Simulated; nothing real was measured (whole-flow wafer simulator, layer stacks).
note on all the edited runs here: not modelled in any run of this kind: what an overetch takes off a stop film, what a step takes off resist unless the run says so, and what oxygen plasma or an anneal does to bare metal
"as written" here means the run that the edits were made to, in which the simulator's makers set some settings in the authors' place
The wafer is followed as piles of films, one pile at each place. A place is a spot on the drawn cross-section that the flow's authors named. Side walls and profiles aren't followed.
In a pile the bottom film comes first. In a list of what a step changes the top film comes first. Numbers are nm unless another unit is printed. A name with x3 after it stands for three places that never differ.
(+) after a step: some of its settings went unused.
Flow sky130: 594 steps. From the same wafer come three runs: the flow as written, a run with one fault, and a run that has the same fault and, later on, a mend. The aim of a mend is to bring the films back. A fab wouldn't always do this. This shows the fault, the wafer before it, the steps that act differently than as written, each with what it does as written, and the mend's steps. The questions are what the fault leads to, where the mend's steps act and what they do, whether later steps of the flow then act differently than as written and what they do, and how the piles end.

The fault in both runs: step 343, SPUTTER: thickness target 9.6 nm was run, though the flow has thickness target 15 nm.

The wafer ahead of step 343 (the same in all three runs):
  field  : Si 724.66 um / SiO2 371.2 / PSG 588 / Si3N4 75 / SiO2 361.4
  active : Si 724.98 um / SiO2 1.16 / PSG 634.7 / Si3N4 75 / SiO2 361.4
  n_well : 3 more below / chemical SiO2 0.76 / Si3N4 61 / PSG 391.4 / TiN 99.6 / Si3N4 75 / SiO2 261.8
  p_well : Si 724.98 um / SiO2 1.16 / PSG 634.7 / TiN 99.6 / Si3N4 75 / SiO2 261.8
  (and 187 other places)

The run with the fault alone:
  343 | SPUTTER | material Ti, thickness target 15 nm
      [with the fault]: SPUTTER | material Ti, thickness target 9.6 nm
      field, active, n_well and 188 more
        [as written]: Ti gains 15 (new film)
        [with the fault]: Ti gains 9.6 (new film)
  Later steps of the flow acting differently than as written (11 more steps, not shown, differ only slightly: by at most 2% or 0.5 nm, whichever is larger):
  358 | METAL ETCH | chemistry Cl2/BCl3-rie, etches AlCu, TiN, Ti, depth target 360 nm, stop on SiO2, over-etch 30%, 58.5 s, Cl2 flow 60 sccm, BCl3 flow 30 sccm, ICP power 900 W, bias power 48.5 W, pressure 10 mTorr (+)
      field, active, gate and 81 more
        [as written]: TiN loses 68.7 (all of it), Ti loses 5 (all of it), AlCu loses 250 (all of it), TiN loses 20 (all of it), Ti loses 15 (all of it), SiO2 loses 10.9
        [with the fault]: TiN loses 68.7 (all of it), Ti loses 5 (all of it), AlCu loses 250 (all of it), TiN loses 20 (all of it), Ti loses 9.6 (all of it), SiO2 loses 11.5
  The piles end different from the flow's at n_well, p_well, gate_hv and 104 more by more than 2% or 0.5 nm, whichever is larger.
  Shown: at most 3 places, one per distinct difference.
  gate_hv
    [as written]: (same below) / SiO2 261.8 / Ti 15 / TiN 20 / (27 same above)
    [with the fault]: (same below) / SiO2 261.8 / Ti 9.6 / TiN 20 / (27 same above)
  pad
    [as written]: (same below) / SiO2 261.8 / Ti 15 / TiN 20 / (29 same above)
    [with the fault]: (same below) / SiO2 261.8 / Ti 9.6 / TiN 20 / (29 same above)
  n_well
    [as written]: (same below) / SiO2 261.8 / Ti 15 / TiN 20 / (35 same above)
    [with the fault]: (same below) / SiO2 261.8 / Ti 9.6 / TiN 20 / (35 same above)

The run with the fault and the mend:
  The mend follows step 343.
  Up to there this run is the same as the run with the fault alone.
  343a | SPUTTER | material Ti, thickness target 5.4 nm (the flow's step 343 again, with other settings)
      field, active, n_well and 188 more
        Ti gains 5.4
  None of the later steps of the flow acts differently than as written at any place that is followed.
  At every place that both follow, the piles at the end match the flow's.
